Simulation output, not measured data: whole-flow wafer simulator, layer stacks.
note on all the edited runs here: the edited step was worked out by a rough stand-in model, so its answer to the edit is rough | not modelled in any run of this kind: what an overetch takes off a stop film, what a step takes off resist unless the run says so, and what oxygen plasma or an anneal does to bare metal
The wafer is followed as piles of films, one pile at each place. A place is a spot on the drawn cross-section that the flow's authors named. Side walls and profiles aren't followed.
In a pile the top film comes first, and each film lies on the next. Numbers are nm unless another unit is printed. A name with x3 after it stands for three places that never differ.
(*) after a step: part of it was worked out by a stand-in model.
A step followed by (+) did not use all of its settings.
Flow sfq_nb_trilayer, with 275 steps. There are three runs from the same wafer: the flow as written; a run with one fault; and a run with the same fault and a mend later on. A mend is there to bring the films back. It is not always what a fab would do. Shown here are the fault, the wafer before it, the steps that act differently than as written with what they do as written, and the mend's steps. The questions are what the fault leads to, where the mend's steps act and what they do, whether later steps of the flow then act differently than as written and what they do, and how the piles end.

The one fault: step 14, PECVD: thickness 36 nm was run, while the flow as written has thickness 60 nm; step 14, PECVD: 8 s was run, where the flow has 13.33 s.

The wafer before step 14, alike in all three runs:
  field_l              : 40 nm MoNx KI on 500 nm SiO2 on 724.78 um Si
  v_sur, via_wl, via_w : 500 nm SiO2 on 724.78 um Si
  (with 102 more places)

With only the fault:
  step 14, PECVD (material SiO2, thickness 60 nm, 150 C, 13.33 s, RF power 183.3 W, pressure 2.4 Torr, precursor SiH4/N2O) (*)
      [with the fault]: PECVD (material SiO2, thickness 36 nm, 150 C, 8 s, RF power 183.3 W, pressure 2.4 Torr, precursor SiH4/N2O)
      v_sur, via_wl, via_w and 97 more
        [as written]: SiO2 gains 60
        [with the fault]: SiO2 gains 36
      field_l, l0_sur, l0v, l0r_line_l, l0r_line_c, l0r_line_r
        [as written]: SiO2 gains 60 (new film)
        [with the fault]: SiO2 gains 36 (new film)
  Later steps of the flow acting differently than as written (not shown: 10 more steps that differ only slightly, by at most 2% or 0.5 nm, whichever is larger):
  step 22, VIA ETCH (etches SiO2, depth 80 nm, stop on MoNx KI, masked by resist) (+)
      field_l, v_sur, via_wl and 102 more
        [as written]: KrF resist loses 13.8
        [with the fault]: KrF resist loses 9.27
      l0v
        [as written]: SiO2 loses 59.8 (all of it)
        [with the fault]: SiO2 loses 35.8 (all of it)
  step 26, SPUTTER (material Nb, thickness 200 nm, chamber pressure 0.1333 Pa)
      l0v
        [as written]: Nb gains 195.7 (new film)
        [with the fault]: Nb gains 200 (new film)
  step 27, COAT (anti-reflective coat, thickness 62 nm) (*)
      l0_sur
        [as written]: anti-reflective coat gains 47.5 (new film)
        [with the fault]: anti-reflective coat gains 50.2 (new film)
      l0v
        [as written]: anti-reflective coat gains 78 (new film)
        [with the fault]: anti-reflective coat gains 70.4 (new film)
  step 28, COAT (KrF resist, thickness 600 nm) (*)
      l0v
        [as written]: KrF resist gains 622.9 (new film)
        [with the fault]: KrF resist gains 607.9 (new film)
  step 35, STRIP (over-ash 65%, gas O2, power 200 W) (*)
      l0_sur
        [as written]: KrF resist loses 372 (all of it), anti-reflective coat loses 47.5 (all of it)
        [with the fault]: KrF resist loses 373.5 (all of it), anti-reflective coat loses 50.2 (all of it)
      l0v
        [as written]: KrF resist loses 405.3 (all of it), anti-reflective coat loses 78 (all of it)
        [with the fault]: KrF resist loses 390.2 (all of it), anti-reflective coat loses 70.4 (all of it)
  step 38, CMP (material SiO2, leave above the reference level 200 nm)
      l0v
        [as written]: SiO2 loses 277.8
        [with the fault]: SiO2 loses 306.1
  The piles end different from the flow's at field_l, v_sur, via_wl and 100 more by more than 2% or 0.5 nm, whichever is larger.
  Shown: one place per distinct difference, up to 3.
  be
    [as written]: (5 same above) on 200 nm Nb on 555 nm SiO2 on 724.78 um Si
    [with the fault]: (5 same above) on 200 nm Nb on 531 nm SiO2 on 724.78 um Si
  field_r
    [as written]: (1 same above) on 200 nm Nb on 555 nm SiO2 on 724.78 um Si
    [with the fault]: (1 same above) on 200 nm Nb on 531 nm SiO2 on 724.78 um Si
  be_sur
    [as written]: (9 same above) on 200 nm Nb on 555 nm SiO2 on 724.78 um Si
    [with the fault]: (9 same above) on 200 nm Nb on 531 nm SiO2 on 724.78 um Si

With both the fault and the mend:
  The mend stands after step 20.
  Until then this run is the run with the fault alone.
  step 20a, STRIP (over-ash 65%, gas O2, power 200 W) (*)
      p4_fl x3, p4_w1 x9, p4_g1 x2 and 59 more
        KrF resist loses 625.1 (all of it), anti-reflective coat loses 62 (all of it)
      jj_sur, ce_l, c5j, ce_r, sp_r, be_r, r_sur
        KrF resist loses 632 (all of it), anti-reflective coat loses 63.7 (all of it)
      gap, res, r_end
        KrF resist loses 632.1 (all of it), anti-reflective coat loses 63.7 (all of it)
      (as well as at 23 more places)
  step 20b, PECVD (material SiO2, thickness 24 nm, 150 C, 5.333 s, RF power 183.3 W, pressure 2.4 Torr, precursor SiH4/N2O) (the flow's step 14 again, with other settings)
      field_l, v_sur, via_wl and 103 more
        SiO2 gains 24
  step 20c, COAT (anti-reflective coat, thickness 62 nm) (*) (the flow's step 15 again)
      p4_fl x3, p4_w1 x9, p4_g1 x2 and 59 more
        anti-reflective coat gains 62 (new film)
      be_sur, gap, jj_sur and 8 more
        anti-reflective coat gains 63.7 (new film)
      wire, be, moat, field_r, lsp_l
        anti-reflective coat gains 63.8 (new film)
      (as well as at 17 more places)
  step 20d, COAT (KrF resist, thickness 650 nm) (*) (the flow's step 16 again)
      p4_fl x3, p4_w1 x9, p4_g1 x2 and 59 more
        KrF resist gains 650 (new film)
      jj_sur, ce_l, c5j, ce_r, sp_r, be_r, r_sur
        KrF resist gains 656.9 (new film)
      v_sur, via_wr
        KrF resist gains 659.5 (new film)
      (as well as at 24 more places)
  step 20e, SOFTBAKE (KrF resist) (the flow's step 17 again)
      does not change any film at any place that is followed
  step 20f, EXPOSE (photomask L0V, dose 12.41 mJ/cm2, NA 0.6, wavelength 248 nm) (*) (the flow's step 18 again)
      does not change any film at any place that is followed
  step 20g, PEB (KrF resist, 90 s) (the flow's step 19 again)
      p4_fl x3, p4_w1 x9, p4_g1 x2 and 59 more
        KrF resist loses 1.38
      via_v, wire, be and 15 more
        KrF resist loses 1.39
      v_sur, via_w, via_wr, via_sp, lsp_m, ln_m6, lsp_r
        KrF resist loses 1.4
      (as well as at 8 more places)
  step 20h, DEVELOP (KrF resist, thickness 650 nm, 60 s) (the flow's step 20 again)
      field_l, v_sur, via_wl and 102 more
        KrF resist loses 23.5
      l0v
        KrF resist loses 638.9 (all of it)
  Later steps of the flow that are run all act as written at every place that is followed, up to a difference of at most 2% or 0.5 nm, whichever is larger.
  The piles end the same as the flow's at every place that both follow.
